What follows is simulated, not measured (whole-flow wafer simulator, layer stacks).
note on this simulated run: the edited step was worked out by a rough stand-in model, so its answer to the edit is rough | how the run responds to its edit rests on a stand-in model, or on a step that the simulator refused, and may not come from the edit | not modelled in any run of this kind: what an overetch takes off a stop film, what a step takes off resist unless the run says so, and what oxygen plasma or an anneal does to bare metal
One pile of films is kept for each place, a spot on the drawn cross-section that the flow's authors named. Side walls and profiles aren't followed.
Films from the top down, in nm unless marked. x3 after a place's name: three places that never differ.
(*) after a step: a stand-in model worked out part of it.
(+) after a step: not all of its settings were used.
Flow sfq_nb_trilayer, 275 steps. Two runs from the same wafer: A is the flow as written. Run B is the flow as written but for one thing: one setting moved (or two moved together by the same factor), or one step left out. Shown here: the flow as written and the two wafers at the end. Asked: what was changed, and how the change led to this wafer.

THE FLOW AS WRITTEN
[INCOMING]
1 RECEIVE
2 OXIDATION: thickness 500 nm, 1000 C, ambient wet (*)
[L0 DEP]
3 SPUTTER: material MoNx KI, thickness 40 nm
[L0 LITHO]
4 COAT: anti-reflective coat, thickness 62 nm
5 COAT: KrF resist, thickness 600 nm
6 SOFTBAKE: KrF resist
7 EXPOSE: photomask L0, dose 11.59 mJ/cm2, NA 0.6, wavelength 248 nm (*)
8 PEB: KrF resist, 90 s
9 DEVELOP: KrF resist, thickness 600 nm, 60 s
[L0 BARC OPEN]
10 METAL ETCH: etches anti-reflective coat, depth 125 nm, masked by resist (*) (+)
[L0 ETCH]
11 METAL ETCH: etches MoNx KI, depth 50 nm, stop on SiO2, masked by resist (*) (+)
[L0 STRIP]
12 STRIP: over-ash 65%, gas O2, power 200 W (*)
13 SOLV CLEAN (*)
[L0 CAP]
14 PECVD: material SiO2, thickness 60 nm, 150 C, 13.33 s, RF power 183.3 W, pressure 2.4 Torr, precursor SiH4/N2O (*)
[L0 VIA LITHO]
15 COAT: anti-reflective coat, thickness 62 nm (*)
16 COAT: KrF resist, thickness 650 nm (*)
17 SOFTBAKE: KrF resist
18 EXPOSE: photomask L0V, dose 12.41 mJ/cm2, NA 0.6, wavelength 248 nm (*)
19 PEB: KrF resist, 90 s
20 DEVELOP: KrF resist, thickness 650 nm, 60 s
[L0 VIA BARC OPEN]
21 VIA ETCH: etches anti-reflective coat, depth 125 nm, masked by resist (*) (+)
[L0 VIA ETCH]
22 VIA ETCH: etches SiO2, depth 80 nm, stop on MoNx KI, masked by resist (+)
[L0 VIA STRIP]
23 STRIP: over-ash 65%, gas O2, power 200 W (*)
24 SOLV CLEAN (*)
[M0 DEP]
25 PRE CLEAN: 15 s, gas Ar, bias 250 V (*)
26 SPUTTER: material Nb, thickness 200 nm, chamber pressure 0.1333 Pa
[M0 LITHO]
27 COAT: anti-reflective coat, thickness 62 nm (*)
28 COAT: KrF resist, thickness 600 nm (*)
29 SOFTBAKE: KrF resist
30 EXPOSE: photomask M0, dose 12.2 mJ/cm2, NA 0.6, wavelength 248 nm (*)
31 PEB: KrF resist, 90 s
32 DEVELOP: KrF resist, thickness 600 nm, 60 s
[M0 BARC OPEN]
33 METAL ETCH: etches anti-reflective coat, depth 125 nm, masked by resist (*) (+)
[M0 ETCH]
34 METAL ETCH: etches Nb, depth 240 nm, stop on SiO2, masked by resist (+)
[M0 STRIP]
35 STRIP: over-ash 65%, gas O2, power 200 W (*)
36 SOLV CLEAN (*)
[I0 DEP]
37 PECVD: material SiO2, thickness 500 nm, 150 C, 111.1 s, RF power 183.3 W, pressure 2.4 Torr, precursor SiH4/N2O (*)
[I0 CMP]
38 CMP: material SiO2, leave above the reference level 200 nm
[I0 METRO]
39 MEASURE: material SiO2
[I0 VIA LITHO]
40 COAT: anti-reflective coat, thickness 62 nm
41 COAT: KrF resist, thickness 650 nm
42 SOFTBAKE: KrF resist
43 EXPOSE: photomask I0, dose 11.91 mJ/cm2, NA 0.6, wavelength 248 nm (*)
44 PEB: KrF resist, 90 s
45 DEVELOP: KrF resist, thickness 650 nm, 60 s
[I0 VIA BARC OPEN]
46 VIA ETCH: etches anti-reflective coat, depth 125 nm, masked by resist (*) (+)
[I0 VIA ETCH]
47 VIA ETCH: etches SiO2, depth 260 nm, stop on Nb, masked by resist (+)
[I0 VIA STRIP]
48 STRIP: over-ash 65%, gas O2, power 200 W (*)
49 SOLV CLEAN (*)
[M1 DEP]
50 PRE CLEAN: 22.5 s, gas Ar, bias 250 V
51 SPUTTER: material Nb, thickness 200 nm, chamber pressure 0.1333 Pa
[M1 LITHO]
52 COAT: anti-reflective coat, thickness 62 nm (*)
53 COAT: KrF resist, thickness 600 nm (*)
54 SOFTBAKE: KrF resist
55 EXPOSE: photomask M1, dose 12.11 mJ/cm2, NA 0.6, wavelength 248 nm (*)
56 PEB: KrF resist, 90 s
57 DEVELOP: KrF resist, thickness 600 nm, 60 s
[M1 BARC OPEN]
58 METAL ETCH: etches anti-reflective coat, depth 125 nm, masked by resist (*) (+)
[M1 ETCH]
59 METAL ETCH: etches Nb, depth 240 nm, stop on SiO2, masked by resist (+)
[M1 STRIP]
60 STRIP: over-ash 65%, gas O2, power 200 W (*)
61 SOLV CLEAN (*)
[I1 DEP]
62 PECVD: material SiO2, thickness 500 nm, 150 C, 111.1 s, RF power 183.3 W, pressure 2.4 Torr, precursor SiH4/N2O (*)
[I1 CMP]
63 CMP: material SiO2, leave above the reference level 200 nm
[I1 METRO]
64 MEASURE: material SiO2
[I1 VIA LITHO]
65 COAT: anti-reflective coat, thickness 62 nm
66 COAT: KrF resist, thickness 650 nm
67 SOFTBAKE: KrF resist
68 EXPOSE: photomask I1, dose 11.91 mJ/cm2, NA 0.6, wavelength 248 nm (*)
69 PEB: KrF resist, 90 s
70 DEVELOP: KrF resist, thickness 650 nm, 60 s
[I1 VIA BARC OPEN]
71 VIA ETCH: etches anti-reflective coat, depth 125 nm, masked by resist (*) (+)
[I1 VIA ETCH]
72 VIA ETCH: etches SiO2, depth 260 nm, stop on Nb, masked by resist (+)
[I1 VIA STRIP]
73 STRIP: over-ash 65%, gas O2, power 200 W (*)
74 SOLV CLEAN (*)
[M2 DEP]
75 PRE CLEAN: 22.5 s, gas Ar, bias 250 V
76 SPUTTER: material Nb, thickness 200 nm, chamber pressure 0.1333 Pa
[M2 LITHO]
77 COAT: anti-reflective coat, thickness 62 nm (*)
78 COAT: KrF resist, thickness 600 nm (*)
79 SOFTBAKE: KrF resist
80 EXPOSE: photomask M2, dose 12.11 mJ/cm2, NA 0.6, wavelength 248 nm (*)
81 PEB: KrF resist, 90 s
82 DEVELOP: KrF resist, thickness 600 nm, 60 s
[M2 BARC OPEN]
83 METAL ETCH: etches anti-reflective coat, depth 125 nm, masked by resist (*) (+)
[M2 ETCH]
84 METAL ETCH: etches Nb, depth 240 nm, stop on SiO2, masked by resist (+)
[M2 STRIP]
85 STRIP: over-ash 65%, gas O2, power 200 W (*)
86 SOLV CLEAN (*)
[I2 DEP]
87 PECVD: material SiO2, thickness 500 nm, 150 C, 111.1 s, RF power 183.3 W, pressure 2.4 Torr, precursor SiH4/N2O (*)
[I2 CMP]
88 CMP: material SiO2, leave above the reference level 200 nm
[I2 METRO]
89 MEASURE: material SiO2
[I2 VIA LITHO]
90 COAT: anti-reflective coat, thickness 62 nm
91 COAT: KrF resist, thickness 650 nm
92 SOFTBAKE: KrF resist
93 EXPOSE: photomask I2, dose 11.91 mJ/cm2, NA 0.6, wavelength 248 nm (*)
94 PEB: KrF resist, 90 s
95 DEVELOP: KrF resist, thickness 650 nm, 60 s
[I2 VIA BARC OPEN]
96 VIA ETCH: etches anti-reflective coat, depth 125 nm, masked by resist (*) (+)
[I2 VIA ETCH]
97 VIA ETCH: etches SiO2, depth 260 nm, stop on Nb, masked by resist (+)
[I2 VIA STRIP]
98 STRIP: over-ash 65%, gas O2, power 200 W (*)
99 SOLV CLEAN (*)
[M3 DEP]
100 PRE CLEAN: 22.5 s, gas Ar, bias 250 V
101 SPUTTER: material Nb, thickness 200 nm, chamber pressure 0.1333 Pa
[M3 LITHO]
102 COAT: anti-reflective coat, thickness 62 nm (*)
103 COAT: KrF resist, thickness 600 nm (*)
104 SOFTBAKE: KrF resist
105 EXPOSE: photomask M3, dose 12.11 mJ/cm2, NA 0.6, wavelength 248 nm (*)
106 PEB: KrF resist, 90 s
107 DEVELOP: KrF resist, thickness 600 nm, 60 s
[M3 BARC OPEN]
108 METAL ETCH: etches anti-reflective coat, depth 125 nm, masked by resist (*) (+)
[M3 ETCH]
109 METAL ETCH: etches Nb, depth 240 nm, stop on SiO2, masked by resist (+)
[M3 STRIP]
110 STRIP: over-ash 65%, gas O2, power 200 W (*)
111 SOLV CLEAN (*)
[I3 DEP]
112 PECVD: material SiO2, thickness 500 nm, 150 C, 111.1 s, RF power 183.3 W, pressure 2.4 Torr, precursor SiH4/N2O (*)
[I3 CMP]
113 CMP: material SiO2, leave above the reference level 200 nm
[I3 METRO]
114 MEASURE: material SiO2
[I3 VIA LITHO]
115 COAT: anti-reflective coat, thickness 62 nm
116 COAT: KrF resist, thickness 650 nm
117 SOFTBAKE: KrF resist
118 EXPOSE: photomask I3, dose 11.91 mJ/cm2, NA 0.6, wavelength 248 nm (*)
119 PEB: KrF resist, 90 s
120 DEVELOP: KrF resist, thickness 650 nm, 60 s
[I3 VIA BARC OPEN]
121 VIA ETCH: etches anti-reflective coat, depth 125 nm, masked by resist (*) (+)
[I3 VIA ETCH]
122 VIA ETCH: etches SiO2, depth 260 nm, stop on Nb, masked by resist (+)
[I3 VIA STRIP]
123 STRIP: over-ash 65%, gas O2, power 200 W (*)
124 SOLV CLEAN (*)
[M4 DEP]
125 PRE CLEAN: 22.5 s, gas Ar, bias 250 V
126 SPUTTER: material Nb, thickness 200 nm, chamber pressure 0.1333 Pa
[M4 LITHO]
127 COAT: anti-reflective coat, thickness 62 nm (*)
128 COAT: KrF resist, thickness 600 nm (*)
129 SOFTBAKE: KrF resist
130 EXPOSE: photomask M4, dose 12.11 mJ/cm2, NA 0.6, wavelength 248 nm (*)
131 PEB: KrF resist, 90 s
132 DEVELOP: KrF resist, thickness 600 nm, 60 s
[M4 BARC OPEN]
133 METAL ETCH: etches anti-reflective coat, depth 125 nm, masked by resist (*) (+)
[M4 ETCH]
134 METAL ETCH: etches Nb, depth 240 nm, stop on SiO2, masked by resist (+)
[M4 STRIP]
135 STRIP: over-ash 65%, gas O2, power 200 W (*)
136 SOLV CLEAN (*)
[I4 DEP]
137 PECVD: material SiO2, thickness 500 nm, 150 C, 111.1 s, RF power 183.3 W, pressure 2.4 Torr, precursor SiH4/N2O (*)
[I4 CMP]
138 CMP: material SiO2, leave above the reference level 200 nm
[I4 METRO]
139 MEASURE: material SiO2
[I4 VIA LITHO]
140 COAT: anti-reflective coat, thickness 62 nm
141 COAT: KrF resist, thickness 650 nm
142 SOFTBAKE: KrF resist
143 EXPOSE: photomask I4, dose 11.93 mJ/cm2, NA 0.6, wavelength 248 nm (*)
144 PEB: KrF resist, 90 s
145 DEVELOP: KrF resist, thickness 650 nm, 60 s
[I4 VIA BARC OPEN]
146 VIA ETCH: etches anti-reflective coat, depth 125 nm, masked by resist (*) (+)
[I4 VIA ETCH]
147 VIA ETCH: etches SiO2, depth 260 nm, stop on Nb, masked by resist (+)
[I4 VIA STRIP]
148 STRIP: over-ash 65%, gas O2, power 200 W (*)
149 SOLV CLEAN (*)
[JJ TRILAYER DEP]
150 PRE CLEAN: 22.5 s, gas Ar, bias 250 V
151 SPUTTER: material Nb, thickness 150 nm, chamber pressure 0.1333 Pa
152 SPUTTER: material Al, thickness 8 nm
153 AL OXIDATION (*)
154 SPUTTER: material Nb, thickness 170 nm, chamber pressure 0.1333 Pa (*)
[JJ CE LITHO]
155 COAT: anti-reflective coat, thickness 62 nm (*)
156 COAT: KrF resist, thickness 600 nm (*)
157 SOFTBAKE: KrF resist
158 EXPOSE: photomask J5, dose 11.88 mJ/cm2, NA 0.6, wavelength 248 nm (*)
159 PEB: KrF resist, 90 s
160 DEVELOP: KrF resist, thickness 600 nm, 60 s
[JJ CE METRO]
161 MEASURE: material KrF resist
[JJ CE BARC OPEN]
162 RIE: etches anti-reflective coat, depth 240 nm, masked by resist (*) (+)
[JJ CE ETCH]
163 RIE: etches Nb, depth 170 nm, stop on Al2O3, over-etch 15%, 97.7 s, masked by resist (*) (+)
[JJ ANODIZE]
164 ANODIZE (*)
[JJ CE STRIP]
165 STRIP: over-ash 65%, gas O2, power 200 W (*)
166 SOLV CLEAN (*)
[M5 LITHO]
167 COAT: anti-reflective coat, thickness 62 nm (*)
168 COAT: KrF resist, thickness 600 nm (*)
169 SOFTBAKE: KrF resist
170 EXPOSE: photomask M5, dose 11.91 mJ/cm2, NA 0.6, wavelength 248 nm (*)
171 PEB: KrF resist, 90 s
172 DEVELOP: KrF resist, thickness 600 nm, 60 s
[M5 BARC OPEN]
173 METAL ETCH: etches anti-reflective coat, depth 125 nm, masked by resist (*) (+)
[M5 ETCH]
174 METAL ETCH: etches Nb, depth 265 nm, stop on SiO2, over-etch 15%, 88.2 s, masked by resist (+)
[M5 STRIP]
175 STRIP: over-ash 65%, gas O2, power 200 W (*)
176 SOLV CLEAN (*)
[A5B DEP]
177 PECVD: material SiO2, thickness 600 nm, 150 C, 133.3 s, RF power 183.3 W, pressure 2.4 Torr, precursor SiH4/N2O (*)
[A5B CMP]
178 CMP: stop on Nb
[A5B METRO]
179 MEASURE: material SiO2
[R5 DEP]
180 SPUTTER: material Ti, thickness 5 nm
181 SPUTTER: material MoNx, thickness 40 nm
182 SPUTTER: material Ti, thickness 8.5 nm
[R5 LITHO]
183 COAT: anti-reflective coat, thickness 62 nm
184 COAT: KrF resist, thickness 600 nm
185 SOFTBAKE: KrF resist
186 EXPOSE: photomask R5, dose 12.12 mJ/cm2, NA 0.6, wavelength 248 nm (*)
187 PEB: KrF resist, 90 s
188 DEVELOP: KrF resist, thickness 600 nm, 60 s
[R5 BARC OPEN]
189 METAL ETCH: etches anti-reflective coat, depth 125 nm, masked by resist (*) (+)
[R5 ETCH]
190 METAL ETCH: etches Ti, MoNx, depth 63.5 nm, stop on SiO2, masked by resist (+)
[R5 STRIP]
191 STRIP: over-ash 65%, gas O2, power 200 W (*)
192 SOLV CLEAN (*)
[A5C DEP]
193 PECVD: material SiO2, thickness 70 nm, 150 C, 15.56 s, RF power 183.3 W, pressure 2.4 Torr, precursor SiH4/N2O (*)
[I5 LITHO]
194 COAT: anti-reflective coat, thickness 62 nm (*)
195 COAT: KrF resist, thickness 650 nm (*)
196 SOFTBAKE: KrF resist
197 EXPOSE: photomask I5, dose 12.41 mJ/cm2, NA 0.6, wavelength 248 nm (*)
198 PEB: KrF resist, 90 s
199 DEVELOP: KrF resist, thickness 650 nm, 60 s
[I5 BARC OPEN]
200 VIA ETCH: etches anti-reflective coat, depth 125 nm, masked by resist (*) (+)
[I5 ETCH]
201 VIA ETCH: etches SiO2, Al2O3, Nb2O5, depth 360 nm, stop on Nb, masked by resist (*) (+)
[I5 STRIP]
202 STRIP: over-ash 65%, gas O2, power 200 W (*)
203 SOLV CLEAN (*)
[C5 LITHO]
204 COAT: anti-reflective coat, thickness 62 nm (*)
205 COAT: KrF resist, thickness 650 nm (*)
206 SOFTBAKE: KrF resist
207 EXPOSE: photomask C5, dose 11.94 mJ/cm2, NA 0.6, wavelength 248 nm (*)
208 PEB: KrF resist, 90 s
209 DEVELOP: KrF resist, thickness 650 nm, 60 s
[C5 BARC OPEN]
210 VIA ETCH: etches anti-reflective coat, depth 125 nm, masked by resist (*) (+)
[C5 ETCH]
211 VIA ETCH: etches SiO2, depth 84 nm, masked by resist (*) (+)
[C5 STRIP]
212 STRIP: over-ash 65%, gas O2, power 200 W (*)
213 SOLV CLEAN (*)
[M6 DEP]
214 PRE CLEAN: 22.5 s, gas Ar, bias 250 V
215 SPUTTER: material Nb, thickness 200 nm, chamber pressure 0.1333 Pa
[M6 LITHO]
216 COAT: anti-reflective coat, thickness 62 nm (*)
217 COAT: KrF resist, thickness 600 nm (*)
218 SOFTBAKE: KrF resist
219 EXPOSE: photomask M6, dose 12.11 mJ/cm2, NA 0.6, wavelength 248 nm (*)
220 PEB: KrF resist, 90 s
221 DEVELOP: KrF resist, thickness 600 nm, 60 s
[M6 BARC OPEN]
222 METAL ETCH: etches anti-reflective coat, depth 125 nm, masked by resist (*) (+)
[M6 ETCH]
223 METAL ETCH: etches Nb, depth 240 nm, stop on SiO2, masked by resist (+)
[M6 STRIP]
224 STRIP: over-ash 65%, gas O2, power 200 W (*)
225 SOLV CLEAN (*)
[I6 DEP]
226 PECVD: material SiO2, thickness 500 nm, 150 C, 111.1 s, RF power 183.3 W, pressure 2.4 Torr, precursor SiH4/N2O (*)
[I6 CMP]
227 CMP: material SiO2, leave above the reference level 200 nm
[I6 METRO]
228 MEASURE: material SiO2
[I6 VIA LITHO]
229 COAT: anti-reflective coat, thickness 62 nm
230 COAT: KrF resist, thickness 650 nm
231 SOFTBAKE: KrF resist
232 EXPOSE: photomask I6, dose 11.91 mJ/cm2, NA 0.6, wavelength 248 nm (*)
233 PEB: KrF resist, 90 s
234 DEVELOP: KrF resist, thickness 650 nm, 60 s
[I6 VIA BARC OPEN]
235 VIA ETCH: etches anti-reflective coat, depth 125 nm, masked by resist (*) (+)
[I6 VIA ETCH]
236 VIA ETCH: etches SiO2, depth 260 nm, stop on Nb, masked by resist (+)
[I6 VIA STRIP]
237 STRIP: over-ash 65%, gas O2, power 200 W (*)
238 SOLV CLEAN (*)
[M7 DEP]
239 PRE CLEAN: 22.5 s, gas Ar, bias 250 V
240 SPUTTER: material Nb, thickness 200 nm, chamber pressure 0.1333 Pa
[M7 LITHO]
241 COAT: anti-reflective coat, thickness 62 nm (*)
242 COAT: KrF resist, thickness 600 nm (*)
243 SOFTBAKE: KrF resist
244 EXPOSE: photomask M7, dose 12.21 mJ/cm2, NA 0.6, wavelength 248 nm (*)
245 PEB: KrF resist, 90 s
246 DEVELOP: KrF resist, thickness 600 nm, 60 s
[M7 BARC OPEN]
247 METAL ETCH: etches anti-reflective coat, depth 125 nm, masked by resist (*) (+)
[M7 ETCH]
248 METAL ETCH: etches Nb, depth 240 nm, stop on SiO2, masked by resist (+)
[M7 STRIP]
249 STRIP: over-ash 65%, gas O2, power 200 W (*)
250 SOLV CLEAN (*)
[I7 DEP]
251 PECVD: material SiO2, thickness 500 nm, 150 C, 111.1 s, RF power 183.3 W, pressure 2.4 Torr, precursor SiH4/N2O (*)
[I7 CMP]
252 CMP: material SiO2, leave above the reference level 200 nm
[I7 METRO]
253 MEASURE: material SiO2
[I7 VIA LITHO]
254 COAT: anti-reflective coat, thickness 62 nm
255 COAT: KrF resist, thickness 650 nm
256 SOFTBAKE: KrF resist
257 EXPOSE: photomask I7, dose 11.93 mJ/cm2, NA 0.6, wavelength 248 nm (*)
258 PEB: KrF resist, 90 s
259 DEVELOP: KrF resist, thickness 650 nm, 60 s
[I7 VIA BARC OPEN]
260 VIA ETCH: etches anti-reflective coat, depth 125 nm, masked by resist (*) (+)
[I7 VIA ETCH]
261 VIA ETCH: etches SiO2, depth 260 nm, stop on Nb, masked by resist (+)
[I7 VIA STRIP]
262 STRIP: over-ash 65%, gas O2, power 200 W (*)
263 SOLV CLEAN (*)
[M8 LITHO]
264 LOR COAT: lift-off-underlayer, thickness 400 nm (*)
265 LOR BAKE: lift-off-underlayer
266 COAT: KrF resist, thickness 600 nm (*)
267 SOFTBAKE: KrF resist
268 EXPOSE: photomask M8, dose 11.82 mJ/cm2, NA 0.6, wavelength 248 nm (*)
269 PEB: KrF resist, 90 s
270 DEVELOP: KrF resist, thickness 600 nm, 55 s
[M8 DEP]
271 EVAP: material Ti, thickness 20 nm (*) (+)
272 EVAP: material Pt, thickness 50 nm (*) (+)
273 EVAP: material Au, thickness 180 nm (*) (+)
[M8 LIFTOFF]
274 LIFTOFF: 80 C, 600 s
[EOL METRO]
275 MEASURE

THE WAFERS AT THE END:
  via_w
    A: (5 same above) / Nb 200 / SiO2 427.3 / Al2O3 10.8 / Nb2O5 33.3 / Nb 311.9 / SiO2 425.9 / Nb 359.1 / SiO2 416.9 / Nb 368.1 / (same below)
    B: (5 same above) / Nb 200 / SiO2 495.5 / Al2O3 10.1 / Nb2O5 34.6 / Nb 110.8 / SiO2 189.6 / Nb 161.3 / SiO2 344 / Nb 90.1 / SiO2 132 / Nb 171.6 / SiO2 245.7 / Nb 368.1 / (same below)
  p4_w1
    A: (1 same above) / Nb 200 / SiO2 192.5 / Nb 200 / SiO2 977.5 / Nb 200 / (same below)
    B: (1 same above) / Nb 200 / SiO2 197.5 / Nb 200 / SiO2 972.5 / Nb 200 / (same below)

The cause: step 62, PECVD: thickness 295 nm was run, where the flow has thickness 500 nm; step 62, PECVD: 65.56 s was run, where the flow has 111.1 s.

How the change led to this, step by step:
  62 PECVD: material SiO2, thickness 500 nm, 150 C, 111.1 s, RF power 183.3 W, pressure 2.4 Torr, precursor SiH4/N2O (*)
      field_l, be, be_sur and 72 more: A SiO2 +500 | B SiO2 +295
      v_sur, via_wl, via_wr and 20 more: A SiO2 +500 (new film) | B SiO2 +295 (new film)
      (and at 8 more places)
  63 CMP: material SiO2, leave above the reference level 200 nm
      field_l, be, be_sur and 72 more: A SiO2 -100 | B nothing
      lsp_m, ln_m6, lsp_r, l0_sur, l0v: A SiO2 -94.9 | B nothing
      (and at 26 more places)
  65 COAT: anti-reflective coat, thickness 62 nm
      be_r, r_sur, res and 6 more: A anti-reflective coat +62 (new film) | B anti-reflective coat +63.3 (new film)
      ce_r, sp_r, r_end, moat, lsp_r, m0r_line_r, m6r_line_r, m7r_line_r: A anti-reflective coat +62 (new film) | B anti-reflective coat +63.4 (new film)
      (and at 72 more places)
  66 COAT: KrF resist, thickness 650 nm
      m0r_line_l, r5r_line_r, m6r_line_l, m7r_line_l: A KrF resist +650 (new film) | B KrF resist +670.8 (new film)
      m0r_line_r, m6r_line_r, m7r_line_r: A KrF resist +650 (new film) | B KrF resist +670.7 (new film)
      (and at 35 more places)
  70 DEVELOP: KrF resist, thickness 650 nm, 60 s
      via_v: A KrF resist -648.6 (all of it) | B KrF resist -610.9 (all of it)
  71 VIA ETCH: etches anti-reflective coat, depth 125 nm, masked by resist (*) (+)
      field_l, v_sur, via_wl and 102 more: A KrF resist -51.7 | B KrF resist -44.7
      via_v: A anti-reflective coat -62 (all of it), SiO2 -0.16 | B anti-reflective coat -53.6 (all of it), SiO2 -0.13
  73 STRIP: over-ash 65%, gas O2, power 200 W (*)
      m0r_line_l, m6r_line_l, m7r_line_l: A KrF resist -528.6 (all of it), anti-reflective coat -62 (all of it) | B KrF resist -556.3 (all of it), anti-reflective coat -63.3 (all of it)
      m0r_space_l, m6r_space_l, m7r_space_l: A KrF resist -528.6 (all of it), anti-reflective coat -62 (all of it) | B KrF resist -548 (all of it), anti-reflective coat -76.4 (all of it)
      (and at 89 more places)
  76 SPUTTER: material Nb, thickness 200 nm, chamber pressure 0.1333 Pa
      be, lsp_l: A Nb +200 (new film) | B Nb +190.5 (new film)
      via_w: A Nb +200 (new film) | B Nb +171.6 (new film)
  77 COAT: anti-reflective coat, thickness 62 nm (*)
      p3_s1, l0r_space_c, m0r_line_r, m6r_line_r, m7r_line_r: A anti-reflective coat +62 (new film) | B anti-reflective coat +63.6 (new film)
      c5j, ce_r, sp_r: A anti-reflective coat +61.6 (new film) | B anti-reflective coat +62.9 (new film)
      (and at 76 more places)
  78 COAT: KrF resist, thickness 600 nm (*)
      m0r_line_l, m6r_line_l, m7r_line_l: A KrF resist +600 (new film) | B KrF resist +618.4 (new film)
      m0r_space_l, m6r_space_l, m7r_space_l: A KrF resist +600 (new film) | B KrF resist +613 (new film)
      (and at 44 more places)
  82 DEVELOP: KrF resist, thickness 600 nm, 60 s
      m0r_line_l, m6r_line_l, m7r_line_l: A KrF resist -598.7 (all of it) | B KrF resist -617.1 (all of it)
      m0r_space_l, m6r_space_l, m7r_space_l: A KrF resist -598.7 (all of it) | B KrF resist -611.7 (all of it)
      (and at 30 more places)
  83 METAL ETCH: etches anti-reflective coat, depth 125 nm, masked by resist (*) (+)
      v_sur, via_wl, via_w and 19 more: A KrF resist -51.7 | B KrF resist -63.4
      p3_s1, l0r_space_c, m0r_line_r, m6r_line_r, m7r_line_r: A anti-reflective coat -62 (all of it) | B anti-reflective coat -63.6 (all of it)
      (and at 57 more places)
  84 METAL ETCH: etches Nb, depth 240 nm, stop on SiO2, masked by resist (+)
      be, lsp_l: A Nb -200 (all of it) | B Nb -190.5 (all of it)
  85 STRIP: over-ash 65%, gas O2, power 200 W (*)
      v_sur: A KrF resist -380 (all of it), anti-reflective coat -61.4 (all of it) | B KrF resist -316.9 (all of it), anti-reflective coat -44.8 (all of it)
      via_wl: A KrF resist -379.5 (all of it), anti-reflective coat -61.3 (all of it) | B KrF resist -322.6 (all of it), anti-reflective coat -40.6 (all of it)
      (and at 20 more places)
  87 PECVD: material SiO2, thickness 500 nm, 150 C, 111.1 s, RF power 183.3 W, pressure 2.4 Torr, precursor SiH4/N2O (*)
      via_w: A SiO2 +500 (new film) | B SiO2 +556.7 (new film)
  88 CMP: material SiO2, leave above the reference level 200 nm
      field_l, be, be_sur and 79 more: A SiO2 -100 | B nothing
      via_w: A SiO2 -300 | B SiO2 -157.1
  ... 36 more steps ...
  178 CMP: stop on Nb
      via_w: A SiO2 -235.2 | B SiO2 -226.5
Counting metal films that touch as one body, via_w has 7 bodies (between them, from the top down: SiO2 192.5; SiO2 495.5 / Al2O3 10.1 / Nb2O5 34.6; SiO2 189.6; SiO2 344; SiO2 132; SiO2 245.7); the flow as written gives 5 bodies (between them, from the top down: SiO2 192.5; SiO2 427.3 / Al2O3 10.8 / Nb2O5 33.3; SiO2 425.9; SiO2 416.9).
